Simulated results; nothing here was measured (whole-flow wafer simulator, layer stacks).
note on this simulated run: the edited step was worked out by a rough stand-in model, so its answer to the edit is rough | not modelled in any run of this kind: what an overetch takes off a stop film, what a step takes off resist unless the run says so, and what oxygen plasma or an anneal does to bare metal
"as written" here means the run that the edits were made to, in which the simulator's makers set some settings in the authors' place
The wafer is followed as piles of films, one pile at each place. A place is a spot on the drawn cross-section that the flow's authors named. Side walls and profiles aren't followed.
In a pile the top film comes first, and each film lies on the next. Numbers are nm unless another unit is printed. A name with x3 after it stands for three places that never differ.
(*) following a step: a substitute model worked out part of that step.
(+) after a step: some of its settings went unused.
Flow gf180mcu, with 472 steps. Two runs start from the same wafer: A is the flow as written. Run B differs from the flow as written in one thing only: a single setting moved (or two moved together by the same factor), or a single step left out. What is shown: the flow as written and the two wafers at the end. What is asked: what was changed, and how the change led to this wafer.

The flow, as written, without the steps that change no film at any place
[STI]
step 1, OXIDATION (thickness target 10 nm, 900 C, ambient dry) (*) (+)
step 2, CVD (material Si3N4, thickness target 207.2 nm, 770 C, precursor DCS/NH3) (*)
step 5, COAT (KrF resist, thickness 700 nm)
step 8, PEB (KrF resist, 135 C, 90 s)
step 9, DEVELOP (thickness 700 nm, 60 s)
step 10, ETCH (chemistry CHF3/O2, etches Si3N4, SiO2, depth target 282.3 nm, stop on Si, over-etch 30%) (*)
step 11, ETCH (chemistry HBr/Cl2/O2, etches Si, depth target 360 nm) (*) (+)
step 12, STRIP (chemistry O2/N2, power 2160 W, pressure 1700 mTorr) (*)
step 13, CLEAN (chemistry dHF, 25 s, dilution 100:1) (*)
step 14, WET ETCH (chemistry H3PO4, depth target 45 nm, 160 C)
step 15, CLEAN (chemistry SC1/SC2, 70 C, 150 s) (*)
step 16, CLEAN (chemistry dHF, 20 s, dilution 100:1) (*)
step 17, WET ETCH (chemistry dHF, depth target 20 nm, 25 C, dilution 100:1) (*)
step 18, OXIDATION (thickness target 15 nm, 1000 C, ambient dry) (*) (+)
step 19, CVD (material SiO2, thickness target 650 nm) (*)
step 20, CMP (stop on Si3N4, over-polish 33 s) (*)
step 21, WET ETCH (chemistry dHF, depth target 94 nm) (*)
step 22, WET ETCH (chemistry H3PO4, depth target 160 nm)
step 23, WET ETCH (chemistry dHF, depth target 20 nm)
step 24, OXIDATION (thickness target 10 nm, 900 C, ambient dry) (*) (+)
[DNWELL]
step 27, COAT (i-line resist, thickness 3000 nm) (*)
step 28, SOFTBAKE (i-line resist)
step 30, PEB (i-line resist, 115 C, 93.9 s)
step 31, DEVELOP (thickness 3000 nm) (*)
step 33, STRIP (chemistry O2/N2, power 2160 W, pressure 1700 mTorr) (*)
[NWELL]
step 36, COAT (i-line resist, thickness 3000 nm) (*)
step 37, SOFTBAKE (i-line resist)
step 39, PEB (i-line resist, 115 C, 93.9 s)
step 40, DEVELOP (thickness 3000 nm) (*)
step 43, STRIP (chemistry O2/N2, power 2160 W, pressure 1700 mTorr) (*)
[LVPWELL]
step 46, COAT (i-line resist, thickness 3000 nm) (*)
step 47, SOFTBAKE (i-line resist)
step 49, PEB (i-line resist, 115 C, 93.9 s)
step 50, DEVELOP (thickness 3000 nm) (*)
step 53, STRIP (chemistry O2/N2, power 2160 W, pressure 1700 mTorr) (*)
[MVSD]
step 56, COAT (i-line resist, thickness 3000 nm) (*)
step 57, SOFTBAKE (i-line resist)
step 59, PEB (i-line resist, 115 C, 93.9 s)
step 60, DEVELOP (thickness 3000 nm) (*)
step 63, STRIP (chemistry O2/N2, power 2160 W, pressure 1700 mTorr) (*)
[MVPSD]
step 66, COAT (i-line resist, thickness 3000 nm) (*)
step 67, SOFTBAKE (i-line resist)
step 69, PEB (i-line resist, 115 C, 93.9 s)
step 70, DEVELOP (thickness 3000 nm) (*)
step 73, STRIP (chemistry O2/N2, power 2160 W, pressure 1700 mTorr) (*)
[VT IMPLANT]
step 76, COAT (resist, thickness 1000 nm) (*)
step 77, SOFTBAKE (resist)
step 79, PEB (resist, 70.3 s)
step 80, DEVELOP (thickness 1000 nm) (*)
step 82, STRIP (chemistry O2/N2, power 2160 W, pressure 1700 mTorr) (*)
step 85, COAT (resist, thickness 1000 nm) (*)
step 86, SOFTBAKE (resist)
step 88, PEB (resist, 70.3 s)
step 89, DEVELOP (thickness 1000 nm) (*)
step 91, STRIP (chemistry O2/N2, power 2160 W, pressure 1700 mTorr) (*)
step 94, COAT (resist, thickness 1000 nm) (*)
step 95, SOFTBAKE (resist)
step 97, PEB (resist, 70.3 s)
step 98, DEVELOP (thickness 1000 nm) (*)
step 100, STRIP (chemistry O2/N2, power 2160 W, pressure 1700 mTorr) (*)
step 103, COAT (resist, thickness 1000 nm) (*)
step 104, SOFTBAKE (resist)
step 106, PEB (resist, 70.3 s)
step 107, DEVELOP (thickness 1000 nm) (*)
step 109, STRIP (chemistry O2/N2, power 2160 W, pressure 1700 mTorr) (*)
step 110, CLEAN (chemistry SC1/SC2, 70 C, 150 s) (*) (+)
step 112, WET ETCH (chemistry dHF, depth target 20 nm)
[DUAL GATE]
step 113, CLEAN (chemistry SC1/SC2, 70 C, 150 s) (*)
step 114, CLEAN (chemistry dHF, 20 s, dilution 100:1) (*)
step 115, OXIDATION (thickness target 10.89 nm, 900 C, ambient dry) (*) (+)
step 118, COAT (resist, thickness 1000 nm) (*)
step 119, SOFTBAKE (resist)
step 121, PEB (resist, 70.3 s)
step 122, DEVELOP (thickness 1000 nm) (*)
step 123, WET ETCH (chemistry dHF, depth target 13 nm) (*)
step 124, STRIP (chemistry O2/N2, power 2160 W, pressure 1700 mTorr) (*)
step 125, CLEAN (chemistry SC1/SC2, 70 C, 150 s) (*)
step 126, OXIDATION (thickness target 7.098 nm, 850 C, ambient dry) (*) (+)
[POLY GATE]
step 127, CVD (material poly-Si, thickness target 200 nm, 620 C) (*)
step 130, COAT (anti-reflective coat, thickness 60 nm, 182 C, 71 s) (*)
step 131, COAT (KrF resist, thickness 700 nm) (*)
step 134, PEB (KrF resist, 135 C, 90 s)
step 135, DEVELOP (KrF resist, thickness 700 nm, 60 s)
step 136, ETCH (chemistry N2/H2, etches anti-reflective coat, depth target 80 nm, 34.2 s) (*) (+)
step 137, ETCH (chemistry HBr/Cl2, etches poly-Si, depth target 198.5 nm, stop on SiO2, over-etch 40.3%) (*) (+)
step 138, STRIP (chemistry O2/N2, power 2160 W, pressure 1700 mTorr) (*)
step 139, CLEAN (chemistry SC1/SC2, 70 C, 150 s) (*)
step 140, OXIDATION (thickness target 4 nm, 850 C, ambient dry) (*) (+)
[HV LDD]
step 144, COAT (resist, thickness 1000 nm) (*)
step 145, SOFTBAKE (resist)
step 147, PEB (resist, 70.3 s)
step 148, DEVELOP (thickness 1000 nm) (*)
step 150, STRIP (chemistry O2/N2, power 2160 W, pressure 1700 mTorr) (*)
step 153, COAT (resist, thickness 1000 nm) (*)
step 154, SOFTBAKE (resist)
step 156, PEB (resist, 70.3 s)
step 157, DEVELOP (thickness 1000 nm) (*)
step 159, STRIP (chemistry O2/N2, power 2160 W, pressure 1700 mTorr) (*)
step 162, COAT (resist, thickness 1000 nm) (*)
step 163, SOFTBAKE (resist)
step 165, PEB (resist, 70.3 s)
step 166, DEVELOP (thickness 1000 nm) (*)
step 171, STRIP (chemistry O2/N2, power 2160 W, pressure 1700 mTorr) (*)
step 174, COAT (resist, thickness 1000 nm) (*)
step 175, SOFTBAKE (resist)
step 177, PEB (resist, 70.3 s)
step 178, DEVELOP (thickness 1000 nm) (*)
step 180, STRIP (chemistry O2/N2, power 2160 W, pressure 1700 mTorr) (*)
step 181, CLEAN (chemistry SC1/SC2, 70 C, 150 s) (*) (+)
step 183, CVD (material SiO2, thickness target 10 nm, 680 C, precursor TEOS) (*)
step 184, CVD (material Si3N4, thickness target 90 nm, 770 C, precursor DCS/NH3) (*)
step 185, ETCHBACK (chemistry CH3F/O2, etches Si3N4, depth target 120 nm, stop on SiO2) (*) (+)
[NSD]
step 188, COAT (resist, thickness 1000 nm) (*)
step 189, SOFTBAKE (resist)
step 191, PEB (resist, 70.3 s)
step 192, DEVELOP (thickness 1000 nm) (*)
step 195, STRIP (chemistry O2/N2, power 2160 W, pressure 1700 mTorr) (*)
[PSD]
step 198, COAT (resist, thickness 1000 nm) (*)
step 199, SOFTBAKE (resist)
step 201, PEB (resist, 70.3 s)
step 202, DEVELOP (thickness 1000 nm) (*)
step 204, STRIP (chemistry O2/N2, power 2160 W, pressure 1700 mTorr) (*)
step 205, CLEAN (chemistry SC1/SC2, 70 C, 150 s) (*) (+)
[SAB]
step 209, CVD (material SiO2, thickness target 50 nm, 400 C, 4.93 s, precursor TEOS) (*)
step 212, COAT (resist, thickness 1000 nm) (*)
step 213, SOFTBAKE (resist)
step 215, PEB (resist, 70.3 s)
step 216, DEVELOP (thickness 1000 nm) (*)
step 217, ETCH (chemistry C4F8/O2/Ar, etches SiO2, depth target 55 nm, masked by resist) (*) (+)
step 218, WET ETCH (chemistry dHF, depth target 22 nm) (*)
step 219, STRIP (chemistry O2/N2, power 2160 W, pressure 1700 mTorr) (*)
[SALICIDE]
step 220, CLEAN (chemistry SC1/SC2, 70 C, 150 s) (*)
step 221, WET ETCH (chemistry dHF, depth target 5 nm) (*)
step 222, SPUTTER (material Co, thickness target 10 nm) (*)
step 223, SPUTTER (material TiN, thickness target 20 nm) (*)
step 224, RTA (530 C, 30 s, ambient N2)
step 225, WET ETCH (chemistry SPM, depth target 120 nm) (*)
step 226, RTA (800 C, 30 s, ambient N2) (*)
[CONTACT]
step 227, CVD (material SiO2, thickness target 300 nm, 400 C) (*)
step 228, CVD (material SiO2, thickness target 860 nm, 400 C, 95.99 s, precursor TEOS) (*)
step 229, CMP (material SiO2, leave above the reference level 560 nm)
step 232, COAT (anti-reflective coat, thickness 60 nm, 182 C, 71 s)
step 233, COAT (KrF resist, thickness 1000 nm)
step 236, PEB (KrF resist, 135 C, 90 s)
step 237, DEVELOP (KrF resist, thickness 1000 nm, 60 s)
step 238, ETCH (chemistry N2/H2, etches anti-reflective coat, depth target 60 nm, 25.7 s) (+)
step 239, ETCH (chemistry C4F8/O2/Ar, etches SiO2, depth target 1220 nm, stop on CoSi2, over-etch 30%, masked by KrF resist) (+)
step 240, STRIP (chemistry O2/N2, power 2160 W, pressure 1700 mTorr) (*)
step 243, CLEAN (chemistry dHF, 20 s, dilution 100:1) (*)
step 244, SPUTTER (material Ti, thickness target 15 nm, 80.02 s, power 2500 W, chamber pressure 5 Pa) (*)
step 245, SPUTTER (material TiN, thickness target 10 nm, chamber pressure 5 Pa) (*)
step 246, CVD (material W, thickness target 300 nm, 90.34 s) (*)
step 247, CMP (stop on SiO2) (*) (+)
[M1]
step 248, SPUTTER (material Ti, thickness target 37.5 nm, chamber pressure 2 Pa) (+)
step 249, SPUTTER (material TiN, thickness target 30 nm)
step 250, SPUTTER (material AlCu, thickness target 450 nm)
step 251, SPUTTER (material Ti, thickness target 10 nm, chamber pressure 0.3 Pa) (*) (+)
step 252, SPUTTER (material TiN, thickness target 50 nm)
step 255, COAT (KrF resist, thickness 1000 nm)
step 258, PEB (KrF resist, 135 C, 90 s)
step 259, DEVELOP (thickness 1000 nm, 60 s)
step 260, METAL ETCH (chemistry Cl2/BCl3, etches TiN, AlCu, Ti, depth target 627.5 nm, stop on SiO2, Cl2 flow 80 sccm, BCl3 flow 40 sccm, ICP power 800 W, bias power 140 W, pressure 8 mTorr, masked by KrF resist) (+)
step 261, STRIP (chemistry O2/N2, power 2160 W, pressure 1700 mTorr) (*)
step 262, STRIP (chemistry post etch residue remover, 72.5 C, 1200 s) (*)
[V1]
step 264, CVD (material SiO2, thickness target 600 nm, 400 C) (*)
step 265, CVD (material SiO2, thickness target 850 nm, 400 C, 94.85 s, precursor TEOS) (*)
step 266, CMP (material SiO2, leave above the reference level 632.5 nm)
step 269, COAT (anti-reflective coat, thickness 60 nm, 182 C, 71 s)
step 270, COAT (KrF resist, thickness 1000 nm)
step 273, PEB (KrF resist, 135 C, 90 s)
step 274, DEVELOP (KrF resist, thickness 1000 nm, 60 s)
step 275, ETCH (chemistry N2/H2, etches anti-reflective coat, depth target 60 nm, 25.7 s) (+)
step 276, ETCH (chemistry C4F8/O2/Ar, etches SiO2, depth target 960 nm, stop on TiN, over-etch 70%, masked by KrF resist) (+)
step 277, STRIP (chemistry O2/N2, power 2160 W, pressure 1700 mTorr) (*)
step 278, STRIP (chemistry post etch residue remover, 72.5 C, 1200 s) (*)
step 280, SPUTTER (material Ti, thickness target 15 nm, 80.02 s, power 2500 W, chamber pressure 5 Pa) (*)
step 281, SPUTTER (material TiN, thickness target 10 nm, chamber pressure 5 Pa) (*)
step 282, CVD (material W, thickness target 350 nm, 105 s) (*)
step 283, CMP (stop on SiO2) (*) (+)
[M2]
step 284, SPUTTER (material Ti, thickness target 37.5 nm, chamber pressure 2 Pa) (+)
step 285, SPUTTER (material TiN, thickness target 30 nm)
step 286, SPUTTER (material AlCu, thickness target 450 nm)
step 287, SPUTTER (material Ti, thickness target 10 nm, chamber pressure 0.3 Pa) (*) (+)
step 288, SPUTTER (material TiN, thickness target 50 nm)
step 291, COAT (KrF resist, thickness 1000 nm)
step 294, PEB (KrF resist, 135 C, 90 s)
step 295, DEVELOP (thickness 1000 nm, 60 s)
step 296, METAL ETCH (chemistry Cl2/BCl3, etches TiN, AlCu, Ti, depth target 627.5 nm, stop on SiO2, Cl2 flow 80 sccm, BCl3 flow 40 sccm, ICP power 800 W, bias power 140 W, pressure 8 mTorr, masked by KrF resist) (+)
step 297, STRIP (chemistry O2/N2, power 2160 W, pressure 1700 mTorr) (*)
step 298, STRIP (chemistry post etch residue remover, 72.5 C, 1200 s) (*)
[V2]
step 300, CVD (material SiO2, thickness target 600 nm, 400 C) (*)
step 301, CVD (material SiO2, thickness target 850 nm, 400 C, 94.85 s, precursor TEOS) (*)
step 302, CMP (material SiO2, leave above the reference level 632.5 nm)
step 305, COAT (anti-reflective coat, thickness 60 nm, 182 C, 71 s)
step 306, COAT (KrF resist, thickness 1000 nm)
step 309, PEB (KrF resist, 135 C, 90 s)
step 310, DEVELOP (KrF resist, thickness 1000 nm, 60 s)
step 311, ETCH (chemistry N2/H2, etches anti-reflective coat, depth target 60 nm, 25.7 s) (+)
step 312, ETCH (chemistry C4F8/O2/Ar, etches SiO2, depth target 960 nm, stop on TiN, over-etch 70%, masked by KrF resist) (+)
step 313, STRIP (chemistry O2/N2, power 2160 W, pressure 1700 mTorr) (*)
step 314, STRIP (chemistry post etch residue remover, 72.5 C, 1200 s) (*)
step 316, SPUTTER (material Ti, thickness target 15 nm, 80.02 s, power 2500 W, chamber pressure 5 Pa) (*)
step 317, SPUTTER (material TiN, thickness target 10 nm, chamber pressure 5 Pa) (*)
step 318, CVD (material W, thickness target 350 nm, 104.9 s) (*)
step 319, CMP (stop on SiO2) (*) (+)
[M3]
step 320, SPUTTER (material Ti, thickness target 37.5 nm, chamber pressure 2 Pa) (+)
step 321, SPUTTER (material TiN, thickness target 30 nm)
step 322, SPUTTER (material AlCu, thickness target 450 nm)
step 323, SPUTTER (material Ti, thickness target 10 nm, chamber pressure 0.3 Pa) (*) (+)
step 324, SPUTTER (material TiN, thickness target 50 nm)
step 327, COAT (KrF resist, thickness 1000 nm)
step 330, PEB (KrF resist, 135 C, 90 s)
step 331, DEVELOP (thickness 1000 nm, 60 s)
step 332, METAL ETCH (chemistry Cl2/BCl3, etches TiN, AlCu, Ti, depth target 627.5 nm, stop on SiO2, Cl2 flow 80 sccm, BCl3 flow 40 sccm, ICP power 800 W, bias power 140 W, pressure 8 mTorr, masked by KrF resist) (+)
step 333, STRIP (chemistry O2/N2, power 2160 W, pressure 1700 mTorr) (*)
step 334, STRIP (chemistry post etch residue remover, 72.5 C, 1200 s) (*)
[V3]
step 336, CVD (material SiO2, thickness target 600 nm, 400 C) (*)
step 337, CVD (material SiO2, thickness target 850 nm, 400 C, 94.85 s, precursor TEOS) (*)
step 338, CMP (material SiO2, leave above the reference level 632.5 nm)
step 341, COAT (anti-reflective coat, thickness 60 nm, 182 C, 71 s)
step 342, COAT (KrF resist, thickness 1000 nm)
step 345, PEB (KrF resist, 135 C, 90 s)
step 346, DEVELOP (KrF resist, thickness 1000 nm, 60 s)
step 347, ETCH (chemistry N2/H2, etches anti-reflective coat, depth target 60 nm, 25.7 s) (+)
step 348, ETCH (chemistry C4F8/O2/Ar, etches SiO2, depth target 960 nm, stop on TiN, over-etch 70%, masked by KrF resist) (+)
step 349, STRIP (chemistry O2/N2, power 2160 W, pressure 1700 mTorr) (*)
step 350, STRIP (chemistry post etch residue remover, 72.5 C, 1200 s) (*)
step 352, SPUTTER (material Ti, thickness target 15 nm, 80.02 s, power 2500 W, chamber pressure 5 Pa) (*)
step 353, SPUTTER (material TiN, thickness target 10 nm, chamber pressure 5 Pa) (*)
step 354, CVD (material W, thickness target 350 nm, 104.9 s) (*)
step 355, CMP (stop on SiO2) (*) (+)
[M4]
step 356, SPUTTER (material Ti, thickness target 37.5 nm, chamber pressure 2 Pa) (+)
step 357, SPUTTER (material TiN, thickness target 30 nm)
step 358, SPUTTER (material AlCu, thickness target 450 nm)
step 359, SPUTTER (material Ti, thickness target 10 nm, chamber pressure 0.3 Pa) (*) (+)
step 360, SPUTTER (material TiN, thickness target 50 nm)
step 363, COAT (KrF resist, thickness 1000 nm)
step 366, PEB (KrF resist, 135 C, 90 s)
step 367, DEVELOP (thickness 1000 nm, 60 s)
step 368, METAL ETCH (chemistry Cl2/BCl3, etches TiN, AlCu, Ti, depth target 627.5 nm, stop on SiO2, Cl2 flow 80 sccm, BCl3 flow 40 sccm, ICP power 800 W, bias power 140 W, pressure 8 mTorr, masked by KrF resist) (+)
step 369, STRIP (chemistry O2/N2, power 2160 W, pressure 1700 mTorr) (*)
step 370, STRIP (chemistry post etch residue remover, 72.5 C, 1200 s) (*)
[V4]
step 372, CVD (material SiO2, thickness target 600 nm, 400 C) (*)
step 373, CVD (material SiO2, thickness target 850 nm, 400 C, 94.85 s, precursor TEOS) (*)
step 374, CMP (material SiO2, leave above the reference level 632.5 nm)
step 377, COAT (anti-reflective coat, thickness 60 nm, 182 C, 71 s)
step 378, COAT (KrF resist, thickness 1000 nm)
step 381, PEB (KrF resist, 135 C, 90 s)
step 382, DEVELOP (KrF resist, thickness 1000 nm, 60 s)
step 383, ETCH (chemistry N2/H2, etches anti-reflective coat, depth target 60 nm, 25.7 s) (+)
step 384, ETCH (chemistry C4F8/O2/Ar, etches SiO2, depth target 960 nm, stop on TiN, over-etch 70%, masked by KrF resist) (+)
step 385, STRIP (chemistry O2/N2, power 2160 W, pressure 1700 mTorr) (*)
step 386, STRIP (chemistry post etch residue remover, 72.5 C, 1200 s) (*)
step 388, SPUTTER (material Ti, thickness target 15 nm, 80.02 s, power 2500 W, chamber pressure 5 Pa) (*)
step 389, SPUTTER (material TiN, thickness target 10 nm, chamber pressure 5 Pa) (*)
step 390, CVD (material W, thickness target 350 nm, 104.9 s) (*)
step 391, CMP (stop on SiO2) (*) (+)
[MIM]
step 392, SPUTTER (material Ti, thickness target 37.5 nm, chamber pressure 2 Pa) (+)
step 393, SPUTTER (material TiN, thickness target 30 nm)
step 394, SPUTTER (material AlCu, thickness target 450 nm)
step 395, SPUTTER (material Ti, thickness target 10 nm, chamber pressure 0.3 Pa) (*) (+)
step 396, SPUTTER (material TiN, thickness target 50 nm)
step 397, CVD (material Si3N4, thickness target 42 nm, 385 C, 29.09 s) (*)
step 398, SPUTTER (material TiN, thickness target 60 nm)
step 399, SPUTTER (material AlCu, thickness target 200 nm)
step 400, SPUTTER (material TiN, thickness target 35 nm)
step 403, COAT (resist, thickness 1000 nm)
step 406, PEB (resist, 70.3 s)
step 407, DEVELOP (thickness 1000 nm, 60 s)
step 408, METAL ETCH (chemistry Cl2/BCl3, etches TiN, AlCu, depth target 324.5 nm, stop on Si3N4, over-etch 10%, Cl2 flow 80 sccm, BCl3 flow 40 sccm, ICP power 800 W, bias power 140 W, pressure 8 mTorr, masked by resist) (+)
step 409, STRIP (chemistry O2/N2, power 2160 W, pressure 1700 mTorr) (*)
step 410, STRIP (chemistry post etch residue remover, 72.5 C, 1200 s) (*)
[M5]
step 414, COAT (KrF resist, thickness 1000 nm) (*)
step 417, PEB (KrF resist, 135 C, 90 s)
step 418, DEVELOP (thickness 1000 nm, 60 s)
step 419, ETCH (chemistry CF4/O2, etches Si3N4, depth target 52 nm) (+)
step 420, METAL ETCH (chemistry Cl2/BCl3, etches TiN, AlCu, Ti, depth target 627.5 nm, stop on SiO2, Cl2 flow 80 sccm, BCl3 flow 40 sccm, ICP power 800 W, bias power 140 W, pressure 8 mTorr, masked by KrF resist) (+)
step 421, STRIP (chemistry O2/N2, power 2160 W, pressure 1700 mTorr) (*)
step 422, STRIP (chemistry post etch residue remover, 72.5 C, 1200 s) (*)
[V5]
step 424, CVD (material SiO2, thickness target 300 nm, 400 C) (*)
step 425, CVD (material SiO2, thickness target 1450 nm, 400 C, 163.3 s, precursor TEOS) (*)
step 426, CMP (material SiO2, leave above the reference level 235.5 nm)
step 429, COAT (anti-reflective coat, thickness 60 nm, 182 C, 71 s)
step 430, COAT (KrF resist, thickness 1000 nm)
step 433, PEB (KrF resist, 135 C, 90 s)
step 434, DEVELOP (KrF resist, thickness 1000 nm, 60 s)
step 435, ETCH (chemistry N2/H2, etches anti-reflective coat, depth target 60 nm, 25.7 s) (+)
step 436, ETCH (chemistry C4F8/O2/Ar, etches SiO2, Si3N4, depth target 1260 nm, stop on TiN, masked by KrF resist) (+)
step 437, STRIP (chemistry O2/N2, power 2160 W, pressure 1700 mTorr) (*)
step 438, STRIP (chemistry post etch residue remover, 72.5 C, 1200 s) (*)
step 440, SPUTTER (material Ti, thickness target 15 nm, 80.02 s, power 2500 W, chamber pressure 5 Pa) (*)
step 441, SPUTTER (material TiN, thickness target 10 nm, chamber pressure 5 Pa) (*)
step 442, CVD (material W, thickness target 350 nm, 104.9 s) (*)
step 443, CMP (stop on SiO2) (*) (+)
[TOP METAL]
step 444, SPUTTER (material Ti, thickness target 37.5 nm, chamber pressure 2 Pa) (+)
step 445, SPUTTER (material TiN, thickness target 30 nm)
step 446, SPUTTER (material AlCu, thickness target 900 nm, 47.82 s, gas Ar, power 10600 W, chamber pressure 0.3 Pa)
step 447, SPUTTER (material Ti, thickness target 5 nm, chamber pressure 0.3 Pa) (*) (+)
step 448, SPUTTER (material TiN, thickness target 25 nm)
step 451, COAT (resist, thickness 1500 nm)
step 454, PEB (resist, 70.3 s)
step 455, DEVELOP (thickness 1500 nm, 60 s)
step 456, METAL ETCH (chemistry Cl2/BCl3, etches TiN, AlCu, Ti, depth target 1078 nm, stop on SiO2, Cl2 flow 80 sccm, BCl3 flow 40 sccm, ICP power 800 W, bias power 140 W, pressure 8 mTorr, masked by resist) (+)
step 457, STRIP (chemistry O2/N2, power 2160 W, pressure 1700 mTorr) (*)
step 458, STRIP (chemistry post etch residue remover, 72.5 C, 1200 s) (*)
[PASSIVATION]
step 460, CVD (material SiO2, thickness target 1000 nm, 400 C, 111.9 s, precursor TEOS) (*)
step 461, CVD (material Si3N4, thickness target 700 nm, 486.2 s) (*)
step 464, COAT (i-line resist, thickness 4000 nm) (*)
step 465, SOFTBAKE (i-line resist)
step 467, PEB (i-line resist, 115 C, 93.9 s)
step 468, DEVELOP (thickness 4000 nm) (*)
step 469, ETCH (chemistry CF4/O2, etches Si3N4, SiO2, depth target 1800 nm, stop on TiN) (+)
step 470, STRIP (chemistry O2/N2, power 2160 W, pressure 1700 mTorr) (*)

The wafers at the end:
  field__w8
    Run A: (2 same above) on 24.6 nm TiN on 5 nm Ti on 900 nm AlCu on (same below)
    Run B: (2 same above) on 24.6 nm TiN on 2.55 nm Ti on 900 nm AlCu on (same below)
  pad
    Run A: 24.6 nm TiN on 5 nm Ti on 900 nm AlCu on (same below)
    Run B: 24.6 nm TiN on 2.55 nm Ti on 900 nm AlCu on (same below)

Cause: step 447, SPUTTER: thickness target 2.55 nm was run, while the flow as written has thickness target 5 nm.
The wafer lets one read it off: field__w8 has Ti 2.55, and step 447 as written asks for 5 nm.

The path from the change to this, step by step:
  step 447, SPUTTER (material Ti, thickness target 5 nm, chamber pressure 0.3 Pa) (*) (+)
      field, field__w1, field__w2 and 109 more: A +5 Ti (new film) | B +2.55 Ti (new film)
  step 456, METAL ETCH (chemistry Cl2/BCl3, etches TiN, AlCu, Ti, depth target 1078 nm, stop on SiO2, Cl2 flow 80 sccm, BCl3 flow 40 sccm, ICP power 800 W, bias power 140 W, pressure 8 mTorr, masked by resist) (+)
      field, field__w1, field__w2 and 103 more: A -25 TiN (all of it), -5 Ti (all of it), -900 AlCu (all of it), -30 TiN (all of it), -37.5 Ti (all of it) | B -25 TiN (all of it), -2.55 Ti (all of it), -900 AlCu (all of it), -30 TiN (all of it), -37.5 Ti (all of it)
